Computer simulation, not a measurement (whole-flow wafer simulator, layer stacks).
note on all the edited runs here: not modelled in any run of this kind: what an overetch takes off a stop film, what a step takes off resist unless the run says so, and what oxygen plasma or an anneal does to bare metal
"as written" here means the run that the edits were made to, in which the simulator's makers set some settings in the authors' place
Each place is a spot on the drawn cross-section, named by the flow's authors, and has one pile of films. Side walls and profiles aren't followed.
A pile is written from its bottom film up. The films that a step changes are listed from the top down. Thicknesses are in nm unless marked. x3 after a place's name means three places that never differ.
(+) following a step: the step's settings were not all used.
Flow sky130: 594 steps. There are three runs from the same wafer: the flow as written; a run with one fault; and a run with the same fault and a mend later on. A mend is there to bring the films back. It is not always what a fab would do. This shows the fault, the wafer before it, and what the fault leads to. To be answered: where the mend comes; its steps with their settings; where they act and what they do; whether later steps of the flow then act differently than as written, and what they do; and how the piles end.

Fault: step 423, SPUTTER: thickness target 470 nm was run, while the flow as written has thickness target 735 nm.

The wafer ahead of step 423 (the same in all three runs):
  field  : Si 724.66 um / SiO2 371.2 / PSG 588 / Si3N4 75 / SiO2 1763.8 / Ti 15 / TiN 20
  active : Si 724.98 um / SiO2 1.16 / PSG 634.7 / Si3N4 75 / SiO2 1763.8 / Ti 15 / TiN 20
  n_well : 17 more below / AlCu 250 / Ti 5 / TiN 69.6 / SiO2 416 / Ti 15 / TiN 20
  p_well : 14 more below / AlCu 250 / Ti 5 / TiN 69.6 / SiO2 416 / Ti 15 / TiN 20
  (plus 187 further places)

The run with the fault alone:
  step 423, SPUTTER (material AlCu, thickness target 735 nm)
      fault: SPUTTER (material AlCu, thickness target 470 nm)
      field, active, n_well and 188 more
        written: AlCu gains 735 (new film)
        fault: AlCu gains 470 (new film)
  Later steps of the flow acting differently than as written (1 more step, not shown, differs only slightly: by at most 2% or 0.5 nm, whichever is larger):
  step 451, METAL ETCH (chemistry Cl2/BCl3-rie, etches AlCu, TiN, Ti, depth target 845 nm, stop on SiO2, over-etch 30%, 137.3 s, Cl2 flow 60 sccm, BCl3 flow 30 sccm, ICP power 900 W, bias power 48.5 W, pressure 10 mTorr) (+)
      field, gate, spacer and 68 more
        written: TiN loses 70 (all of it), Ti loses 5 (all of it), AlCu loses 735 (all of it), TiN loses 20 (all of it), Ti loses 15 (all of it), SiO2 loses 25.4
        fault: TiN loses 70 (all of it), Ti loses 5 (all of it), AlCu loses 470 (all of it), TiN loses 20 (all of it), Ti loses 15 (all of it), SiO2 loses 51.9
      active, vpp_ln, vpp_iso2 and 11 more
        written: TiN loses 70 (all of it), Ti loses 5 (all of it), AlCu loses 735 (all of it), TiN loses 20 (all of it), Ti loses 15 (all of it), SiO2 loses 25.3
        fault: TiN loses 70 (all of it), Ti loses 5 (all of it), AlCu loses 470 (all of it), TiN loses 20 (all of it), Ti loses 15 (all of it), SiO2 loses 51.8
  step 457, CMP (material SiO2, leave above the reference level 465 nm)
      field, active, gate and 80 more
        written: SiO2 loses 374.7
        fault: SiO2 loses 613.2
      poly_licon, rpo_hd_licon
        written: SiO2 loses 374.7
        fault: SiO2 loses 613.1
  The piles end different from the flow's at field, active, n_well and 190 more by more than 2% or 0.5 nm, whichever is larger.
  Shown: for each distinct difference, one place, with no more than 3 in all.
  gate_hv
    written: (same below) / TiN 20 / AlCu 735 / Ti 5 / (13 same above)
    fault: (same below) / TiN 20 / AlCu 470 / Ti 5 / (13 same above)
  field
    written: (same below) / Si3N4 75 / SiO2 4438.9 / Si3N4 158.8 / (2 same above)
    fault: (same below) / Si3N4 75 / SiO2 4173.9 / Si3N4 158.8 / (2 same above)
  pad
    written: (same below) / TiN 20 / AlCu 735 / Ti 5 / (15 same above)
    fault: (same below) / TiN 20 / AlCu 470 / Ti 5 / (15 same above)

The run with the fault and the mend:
  The mend follows step 423.
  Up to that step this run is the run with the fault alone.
  step 423a, SPUTTER (material AlCu, thickness target 265 nm) (the flow's step 423, run once more with other settings)
      field, active, n_well and 188 more
        AlCu gains 265
  Every later step of the flow that is run acts as written at every place that is followed.
  At every place that both follow, the piles at the end match the flow's.
